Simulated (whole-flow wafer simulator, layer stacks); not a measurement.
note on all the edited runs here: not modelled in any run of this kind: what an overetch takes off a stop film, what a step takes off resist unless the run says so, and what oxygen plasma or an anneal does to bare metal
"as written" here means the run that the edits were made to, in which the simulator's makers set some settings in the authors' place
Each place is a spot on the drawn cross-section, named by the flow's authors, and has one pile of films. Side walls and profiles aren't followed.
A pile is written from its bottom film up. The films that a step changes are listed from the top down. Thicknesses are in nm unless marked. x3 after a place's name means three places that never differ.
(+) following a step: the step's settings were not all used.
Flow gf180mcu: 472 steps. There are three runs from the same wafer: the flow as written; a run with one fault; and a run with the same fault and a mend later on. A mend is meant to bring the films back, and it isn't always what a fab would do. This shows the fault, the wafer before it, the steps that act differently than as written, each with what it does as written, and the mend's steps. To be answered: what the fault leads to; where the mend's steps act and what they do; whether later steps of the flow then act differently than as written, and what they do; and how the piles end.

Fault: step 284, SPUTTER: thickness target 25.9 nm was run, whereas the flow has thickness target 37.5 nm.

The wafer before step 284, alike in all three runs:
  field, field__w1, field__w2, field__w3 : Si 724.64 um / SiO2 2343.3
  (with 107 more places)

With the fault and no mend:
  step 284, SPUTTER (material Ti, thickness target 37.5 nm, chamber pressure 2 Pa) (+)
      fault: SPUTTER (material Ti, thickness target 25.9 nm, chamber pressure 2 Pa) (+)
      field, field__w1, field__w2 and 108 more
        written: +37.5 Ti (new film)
        fault: +25.9 Ti (new film)
  Later steps of the flow acting differently than as written:
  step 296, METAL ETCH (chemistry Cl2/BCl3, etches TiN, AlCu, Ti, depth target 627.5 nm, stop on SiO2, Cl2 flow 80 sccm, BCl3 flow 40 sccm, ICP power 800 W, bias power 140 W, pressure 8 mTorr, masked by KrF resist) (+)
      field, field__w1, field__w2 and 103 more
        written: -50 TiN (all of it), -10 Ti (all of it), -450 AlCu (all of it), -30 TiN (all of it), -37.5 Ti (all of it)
        fault: -50 TiN (all of it), -10 Ti (all of it), -450 AlCu (all of it), -30 TiN (all of it), -25.9 Ti (all of it)
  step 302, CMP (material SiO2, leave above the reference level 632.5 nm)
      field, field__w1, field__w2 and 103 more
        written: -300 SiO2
        fault: -311.6 SiO2
  At field__w8, contact, m1, m1__w1, m1_nw, the piles at the end differ from the flow's by more than 2% or 0.5 nm, whichever is larger.
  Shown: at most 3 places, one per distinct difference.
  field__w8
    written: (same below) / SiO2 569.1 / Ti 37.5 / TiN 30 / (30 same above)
    fault: (same below) / SiO2 569.1 / Ti 25.9 / TiN 30 / (30 same above)
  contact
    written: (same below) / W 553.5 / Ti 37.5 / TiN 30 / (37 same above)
    fault: (same below) / W 553.5 / Ti 25.9 / TiN 30 / (37 same above)

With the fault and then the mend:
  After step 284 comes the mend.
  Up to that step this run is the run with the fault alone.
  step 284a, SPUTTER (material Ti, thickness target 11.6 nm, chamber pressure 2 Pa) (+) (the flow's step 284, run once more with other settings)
      field, field__w1, field__w2 and 108 more
        +11.6 Ti
  Later steps of the flow that are run all act as written at every place that is followed.
  By the end, the piles equal the flow's at every place that both follow.
